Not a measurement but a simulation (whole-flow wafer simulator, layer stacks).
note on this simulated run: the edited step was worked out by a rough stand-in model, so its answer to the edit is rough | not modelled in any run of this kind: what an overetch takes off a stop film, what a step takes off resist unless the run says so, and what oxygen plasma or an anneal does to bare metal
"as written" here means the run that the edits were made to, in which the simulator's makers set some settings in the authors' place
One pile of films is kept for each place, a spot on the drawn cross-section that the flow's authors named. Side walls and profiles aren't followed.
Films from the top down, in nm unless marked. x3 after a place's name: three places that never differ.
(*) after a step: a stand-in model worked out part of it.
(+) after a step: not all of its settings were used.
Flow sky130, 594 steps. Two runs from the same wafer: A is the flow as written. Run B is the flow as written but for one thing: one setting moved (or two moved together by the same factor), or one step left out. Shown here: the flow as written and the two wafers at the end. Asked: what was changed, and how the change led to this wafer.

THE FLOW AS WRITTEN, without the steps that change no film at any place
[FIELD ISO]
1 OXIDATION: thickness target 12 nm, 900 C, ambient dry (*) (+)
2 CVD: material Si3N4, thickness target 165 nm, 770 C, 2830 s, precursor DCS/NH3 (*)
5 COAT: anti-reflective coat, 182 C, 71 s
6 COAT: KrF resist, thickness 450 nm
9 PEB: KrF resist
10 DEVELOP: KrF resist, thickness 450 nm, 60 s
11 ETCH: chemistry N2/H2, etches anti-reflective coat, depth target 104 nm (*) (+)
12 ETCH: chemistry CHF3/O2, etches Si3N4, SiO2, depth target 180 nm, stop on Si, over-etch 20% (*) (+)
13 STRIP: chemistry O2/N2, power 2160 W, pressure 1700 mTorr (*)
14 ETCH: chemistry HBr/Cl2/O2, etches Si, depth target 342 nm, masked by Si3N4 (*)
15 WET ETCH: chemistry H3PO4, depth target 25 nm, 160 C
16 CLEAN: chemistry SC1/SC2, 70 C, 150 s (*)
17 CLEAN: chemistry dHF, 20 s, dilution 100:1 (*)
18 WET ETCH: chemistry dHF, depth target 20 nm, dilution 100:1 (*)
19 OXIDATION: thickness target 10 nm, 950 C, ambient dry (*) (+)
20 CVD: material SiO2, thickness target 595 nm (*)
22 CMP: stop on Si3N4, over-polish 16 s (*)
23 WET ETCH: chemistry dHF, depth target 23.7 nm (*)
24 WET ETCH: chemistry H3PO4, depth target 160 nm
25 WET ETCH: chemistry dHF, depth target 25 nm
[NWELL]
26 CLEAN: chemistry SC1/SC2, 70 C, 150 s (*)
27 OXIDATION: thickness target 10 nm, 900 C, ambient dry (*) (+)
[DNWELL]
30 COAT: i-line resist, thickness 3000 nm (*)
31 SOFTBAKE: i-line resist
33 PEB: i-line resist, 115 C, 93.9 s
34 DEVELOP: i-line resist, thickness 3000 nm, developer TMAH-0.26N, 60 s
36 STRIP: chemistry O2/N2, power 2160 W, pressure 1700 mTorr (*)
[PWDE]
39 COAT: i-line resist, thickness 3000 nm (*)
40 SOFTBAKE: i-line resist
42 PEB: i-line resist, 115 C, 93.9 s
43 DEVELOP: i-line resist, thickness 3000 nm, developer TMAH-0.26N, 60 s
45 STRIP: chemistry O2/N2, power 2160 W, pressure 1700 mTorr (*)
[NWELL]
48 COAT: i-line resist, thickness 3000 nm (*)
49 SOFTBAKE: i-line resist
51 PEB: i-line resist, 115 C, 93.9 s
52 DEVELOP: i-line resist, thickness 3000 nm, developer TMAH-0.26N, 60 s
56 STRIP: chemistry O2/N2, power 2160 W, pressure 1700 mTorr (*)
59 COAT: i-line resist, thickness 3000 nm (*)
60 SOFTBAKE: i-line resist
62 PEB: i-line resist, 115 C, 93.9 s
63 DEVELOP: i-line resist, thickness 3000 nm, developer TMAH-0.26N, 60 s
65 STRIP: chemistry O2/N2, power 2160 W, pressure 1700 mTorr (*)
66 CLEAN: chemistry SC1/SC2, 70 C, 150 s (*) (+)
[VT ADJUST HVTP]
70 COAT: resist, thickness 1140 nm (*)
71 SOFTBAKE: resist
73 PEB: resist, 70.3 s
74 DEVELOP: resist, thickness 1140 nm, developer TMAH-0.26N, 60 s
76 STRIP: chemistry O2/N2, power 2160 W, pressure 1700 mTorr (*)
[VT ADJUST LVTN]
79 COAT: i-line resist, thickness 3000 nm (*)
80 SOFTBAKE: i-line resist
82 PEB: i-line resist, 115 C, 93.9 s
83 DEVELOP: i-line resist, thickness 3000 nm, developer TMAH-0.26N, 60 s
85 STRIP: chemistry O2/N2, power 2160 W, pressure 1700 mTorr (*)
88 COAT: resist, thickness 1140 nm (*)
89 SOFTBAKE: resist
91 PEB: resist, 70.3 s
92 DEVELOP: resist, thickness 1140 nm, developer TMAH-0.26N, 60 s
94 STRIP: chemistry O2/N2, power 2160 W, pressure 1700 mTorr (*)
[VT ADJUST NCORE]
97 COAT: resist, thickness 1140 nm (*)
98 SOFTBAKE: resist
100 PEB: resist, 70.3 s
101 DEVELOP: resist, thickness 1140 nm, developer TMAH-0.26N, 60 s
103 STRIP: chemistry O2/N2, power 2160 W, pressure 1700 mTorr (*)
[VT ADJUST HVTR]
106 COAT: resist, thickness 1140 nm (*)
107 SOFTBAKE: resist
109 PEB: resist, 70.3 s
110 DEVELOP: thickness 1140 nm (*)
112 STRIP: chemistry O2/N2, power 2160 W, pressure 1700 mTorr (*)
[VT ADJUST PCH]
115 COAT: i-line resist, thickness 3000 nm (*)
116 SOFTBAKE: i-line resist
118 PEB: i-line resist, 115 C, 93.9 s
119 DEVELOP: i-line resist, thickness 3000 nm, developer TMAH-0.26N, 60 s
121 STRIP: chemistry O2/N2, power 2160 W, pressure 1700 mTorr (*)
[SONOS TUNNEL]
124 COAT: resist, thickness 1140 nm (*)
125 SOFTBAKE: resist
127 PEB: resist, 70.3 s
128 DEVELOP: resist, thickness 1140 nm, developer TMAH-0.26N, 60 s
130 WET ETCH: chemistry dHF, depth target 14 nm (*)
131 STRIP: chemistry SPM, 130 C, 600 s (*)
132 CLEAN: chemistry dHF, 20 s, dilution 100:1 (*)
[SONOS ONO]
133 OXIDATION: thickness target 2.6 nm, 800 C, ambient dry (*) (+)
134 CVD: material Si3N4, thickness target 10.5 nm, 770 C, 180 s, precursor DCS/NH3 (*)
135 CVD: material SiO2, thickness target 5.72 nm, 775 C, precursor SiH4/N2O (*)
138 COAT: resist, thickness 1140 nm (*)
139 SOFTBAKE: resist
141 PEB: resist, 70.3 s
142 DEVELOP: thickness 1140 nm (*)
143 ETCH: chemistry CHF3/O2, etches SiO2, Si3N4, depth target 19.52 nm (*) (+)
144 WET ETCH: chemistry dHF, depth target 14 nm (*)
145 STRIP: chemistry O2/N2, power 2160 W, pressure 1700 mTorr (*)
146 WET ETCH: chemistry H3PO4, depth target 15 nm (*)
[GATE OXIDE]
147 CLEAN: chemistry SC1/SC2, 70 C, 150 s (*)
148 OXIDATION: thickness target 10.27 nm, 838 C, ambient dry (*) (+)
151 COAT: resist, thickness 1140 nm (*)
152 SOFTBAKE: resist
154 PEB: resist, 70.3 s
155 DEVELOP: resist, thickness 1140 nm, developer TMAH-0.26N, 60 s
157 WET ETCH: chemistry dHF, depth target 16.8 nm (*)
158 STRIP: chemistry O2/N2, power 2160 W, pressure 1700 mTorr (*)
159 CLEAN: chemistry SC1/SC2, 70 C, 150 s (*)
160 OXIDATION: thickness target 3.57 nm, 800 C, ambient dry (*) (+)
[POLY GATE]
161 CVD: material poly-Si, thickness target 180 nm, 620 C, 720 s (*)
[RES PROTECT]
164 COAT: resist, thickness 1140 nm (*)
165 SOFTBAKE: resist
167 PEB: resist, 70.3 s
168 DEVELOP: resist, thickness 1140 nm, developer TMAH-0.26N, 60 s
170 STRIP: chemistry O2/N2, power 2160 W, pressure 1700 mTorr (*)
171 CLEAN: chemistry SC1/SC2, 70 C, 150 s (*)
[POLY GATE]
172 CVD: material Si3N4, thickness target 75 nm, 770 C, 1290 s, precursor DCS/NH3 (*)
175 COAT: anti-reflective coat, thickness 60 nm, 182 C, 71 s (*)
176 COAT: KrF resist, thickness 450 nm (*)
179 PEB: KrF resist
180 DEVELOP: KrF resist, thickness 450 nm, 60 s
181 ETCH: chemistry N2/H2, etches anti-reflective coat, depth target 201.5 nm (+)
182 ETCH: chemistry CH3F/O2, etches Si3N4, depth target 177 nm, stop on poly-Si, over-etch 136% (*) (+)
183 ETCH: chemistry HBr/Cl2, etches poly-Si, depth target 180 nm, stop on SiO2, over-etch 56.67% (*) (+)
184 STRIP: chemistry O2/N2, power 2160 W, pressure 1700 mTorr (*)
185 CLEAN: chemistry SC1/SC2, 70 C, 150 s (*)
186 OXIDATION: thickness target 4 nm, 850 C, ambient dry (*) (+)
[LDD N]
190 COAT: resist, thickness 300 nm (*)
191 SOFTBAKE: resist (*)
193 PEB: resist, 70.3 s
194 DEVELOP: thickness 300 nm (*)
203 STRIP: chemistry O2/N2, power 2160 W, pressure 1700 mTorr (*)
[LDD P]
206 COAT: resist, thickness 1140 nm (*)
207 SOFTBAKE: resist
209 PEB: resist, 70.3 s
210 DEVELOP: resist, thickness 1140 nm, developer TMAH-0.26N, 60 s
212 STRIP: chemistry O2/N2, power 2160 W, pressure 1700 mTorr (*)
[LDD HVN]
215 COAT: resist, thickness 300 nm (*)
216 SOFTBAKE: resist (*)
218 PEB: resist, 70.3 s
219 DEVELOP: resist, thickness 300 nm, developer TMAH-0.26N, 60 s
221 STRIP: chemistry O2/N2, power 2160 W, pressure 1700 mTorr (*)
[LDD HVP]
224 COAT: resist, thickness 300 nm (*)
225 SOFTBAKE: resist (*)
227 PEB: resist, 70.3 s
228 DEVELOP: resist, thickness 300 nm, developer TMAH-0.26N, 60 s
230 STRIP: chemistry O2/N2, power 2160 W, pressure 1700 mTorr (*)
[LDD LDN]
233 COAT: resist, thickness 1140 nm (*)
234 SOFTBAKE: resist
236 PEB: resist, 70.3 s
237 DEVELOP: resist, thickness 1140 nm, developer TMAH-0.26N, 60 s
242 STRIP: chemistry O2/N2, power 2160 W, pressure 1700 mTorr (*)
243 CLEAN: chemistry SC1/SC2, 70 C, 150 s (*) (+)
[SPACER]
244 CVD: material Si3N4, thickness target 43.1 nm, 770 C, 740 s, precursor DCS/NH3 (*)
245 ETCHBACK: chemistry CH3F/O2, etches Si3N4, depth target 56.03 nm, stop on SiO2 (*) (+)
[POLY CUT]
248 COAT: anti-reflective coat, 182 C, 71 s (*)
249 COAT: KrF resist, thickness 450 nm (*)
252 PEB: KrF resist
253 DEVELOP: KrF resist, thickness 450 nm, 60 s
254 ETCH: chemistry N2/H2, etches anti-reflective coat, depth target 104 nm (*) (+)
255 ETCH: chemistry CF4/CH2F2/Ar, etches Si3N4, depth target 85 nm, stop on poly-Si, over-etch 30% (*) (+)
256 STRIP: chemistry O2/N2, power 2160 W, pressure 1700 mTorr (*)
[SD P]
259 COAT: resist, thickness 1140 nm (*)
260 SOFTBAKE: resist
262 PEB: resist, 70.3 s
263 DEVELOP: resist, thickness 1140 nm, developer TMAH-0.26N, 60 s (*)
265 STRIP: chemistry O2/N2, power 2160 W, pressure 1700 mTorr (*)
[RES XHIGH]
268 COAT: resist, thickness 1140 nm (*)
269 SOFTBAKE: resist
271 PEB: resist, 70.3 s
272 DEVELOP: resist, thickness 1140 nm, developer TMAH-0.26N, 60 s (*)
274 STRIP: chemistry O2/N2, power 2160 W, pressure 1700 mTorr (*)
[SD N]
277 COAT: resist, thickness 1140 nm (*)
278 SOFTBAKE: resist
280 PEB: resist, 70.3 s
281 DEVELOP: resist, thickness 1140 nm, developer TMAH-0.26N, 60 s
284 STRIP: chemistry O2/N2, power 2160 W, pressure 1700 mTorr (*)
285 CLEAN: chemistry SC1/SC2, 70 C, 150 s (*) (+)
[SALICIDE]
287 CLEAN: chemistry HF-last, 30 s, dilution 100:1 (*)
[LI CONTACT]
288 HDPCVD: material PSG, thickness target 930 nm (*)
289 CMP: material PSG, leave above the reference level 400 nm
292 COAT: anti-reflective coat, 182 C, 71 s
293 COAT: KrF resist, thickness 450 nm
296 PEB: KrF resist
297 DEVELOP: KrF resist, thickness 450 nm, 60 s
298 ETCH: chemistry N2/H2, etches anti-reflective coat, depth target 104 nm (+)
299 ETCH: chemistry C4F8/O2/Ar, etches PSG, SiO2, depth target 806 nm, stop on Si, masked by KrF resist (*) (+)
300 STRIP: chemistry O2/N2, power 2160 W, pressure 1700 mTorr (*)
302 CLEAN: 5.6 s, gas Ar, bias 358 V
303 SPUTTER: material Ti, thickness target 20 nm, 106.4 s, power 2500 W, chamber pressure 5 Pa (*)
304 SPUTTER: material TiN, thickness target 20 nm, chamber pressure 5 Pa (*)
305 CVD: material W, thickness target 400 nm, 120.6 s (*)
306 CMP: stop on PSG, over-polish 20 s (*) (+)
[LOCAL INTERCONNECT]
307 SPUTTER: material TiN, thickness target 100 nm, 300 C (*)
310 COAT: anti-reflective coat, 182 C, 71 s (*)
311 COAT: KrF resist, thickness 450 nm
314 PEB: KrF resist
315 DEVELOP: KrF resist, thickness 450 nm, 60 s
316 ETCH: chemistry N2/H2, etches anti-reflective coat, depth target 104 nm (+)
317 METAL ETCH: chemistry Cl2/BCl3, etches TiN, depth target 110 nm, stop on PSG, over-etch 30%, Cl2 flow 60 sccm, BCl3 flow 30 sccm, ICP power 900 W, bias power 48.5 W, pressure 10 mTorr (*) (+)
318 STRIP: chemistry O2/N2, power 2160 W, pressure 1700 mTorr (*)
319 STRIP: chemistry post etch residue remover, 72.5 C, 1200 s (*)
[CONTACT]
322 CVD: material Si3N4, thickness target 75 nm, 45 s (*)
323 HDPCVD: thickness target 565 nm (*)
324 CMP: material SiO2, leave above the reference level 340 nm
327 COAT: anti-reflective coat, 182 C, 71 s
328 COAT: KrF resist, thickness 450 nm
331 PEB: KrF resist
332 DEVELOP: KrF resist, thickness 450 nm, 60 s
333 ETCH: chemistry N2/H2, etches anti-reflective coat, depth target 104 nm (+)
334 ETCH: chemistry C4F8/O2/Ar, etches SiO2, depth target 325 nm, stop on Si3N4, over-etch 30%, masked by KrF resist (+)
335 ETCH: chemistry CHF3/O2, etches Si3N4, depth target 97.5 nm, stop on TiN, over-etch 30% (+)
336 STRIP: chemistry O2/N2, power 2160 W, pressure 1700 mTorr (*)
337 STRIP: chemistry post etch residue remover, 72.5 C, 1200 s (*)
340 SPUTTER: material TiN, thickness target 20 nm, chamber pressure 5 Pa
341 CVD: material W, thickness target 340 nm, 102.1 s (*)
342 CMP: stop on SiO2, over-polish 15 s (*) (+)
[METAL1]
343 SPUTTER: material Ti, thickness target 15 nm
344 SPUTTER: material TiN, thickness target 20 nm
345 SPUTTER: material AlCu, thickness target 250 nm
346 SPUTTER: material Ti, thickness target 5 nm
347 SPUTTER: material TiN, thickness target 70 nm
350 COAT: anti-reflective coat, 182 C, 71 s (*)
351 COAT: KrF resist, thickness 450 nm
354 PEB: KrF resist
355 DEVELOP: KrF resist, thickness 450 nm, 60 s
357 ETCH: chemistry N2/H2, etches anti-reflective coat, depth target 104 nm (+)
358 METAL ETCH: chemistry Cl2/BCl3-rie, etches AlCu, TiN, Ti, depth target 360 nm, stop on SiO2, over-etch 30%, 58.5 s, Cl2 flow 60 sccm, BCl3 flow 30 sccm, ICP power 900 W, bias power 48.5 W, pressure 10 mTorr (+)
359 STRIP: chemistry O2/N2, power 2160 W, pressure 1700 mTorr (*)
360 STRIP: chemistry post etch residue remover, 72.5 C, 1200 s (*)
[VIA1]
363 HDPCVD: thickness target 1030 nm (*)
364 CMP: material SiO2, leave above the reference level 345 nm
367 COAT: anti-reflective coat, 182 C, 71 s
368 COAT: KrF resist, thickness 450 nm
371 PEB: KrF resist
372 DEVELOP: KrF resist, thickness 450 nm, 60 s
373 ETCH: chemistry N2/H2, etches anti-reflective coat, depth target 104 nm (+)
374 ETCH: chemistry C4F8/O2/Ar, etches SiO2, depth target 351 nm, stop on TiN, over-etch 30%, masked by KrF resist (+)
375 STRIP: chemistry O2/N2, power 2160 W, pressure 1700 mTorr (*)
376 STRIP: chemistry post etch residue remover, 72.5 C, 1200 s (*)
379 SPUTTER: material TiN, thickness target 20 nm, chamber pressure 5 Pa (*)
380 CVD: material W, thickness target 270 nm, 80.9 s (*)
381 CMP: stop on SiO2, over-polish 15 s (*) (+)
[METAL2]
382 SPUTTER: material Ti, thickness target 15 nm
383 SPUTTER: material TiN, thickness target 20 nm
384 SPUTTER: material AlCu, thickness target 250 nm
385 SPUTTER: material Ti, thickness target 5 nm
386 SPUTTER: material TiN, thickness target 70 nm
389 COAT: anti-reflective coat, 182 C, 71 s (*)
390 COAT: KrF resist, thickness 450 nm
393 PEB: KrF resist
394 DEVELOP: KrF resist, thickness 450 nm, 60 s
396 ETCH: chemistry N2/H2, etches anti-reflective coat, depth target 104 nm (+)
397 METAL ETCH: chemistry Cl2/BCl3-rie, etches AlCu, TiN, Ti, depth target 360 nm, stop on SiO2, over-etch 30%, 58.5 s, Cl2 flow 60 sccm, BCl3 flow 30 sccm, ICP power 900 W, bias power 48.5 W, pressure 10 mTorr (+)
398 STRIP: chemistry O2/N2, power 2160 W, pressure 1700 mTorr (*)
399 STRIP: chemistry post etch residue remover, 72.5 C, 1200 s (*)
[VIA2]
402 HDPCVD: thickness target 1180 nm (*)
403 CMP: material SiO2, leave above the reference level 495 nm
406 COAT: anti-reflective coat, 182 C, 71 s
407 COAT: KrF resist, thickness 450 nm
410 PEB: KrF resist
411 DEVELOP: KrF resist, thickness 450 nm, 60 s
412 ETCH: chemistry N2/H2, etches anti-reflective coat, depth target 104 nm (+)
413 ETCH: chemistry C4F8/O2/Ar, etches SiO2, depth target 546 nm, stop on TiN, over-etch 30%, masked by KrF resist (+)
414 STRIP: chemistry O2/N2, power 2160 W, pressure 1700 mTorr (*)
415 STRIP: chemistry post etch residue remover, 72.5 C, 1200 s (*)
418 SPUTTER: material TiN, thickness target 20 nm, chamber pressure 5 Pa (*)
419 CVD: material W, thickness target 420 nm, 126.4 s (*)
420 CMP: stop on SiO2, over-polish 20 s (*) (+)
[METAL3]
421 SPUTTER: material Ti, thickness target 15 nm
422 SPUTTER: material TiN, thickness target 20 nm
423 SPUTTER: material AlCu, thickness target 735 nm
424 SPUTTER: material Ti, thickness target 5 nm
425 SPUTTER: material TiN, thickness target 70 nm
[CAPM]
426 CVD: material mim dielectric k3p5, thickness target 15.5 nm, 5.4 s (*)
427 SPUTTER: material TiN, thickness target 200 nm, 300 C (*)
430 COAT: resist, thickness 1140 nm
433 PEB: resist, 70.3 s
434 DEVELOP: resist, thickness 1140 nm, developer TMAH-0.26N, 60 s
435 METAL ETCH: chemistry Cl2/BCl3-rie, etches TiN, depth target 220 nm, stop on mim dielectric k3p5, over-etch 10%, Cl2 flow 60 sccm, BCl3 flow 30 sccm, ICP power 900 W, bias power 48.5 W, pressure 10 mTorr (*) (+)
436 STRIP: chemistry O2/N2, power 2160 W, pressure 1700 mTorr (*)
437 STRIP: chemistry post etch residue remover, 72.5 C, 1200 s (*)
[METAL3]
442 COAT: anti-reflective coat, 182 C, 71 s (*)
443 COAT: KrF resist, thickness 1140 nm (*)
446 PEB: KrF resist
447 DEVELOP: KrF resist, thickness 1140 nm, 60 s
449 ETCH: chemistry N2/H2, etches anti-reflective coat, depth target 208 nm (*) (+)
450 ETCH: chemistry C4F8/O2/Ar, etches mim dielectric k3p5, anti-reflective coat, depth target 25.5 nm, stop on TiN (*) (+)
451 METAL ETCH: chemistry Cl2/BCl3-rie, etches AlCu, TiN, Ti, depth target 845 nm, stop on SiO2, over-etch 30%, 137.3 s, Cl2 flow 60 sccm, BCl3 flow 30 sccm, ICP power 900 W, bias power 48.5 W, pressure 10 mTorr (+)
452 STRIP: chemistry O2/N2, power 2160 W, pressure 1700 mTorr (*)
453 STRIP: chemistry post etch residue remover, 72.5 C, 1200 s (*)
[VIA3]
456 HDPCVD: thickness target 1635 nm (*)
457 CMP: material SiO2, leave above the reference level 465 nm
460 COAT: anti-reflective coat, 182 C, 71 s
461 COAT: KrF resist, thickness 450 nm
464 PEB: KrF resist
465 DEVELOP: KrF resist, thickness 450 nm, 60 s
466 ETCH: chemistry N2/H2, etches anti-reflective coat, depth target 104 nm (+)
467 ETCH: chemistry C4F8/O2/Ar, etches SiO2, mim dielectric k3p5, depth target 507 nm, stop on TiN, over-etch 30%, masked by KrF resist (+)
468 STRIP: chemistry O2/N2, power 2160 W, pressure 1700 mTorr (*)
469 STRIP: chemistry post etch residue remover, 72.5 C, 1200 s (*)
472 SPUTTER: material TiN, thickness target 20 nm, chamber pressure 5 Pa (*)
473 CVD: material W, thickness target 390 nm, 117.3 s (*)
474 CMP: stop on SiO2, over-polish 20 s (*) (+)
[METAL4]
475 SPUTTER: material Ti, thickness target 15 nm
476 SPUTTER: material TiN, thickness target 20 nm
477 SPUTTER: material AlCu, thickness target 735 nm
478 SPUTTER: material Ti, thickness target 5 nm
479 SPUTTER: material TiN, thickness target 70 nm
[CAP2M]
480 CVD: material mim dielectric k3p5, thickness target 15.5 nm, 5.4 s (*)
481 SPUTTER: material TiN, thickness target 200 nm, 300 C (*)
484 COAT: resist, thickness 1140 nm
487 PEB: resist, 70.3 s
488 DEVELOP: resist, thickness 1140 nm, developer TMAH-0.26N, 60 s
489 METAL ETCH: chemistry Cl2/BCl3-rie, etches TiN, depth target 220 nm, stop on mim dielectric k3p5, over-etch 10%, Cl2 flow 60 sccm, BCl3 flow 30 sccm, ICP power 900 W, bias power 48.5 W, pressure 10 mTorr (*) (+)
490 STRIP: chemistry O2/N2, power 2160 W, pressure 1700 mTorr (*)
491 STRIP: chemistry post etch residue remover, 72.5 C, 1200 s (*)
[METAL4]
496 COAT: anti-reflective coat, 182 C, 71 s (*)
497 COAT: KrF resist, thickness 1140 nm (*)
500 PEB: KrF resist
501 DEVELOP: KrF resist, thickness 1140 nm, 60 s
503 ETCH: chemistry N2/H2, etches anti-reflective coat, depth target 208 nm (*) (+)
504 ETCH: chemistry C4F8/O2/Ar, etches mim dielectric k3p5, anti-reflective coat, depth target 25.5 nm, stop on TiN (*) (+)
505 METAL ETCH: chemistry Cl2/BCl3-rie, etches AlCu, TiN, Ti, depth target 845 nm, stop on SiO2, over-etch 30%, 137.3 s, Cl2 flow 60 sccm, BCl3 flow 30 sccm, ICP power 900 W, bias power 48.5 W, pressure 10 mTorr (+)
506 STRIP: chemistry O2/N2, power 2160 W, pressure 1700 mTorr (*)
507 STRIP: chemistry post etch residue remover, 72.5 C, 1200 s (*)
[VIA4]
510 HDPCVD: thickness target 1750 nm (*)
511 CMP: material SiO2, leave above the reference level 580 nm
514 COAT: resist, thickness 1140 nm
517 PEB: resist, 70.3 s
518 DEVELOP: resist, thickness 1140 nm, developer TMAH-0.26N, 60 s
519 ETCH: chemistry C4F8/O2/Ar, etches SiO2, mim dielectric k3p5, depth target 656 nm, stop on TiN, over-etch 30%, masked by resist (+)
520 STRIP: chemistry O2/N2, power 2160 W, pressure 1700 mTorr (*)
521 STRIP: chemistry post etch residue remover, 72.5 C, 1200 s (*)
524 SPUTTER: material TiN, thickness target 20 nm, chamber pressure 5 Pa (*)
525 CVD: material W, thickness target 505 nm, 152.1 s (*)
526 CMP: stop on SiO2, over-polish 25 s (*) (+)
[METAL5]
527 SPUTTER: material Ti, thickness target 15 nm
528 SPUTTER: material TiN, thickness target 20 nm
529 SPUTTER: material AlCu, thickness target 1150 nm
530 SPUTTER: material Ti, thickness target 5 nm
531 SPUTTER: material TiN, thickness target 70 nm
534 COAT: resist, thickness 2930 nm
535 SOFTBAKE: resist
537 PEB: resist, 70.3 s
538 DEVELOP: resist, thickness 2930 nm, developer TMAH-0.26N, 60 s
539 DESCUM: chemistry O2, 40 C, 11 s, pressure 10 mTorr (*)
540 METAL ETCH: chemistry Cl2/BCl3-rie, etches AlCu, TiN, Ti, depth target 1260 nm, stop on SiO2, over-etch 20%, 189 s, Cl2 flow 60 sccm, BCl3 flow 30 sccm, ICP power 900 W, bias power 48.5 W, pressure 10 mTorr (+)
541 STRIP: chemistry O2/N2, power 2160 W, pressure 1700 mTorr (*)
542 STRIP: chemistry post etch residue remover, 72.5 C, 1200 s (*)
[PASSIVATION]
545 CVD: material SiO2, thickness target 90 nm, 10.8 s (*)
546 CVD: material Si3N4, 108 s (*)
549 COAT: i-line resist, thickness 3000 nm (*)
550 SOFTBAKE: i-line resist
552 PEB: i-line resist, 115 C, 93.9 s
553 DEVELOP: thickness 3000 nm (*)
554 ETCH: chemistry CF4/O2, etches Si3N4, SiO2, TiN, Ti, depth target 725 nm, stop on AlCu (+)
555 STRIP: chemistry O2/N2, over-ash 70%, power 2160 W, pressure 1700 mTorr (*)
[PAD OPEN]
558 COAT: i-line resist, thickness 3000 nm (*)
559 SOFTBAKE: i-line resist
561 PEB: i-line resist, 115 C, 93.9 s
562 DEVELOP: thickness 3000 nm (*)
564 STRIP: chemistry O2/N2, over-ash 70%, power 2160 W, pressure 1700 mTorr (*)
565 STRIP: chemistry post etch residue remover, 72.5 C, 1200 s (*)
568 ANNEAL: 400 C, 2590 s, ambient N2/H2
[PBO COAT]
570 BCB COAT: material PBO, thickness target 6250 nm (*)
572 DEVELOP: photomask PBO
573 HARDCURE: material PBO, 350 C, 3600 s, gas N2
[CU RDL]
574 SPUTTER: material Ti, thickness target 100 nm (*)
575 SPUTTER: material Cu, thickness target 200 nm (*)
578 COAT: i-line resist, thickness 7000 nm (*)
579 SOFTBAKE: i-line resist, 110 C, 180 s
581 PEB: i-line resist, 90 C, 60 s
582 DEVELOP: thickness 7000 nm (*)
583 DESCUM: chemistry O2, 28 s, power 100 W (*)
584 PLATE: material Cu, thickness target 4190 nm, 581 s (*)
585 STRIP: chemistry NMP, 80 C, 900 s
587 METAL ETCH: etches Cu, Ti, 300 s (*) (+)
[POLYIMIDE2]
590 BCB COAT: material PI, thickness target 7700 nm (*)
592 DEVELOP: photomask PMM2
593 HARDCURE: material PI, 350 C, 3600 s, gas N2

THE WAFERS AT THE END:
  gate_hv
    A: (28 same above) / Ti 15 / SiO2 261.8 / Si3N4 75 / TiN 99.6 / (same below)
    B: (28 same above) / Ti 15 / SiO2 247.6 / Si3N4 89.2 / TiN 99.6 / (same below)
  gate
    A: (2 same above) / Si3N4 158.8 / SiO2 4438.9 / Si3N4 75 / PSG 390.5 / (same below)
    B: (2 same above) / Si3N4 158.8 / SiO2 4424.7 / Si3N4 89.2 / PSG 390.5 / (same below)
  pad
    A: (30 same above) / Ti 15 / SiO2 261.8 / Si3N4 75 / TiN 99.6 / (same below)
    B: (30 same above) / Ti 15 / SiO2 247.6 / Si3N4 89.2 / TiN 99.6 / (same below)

The cause: step 322, CVD: thickness target 89.2 nm was run, where the flow has thickness target 75 nm; step 322, CVD: 53.5 s was run, where the flow has 45 s.
It can be read off the wafer: gate_hv has Si3N4 89.2, and step 322 as written asks for 75 nm.

How the change led to this, step by step:
  322 CVD: material Si3N4, thickness target 75 nm, 45 s (*)
      field, active, n_well and 188 more: A Si3N4 +75 (new film) | B Si3N4 +89.2 (new film)
  324 CMP: material SiO2, leave above the reference level 340 nm
      n_well, p_well, gate_hv and 93 more: A SiO2 -300 | B SiO2 -314.2
      field, active, gate and 88 more: A SiO2 -200.4 | B SiO2 -214.6
      (and at 4 more places)
  334 ETCH: chemistry C4F8/O2/Ar, etches SiO2, depth target 325 nm, stop on Si3N4, over-etch 30%, masked by KrF resist (+)
      poly_licon, ndiff_licon, ndiff_licon_cpp, rpo_hd_licon: A SiO2 -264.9 (all of it) | B SiO2 -250.7 (all of it)
  335 ETCH: chemistry CHF3/O2, etches Si3N4, depth target 97.5 nm, stop on TiN, over-etch 30% (+)
      poly_licon, ndiff_licon, ndiff_licon_cpp, rpo_hd_licon: A Si3N4 -75 (all of it) | B Si3N4 -89.2 (all of it)
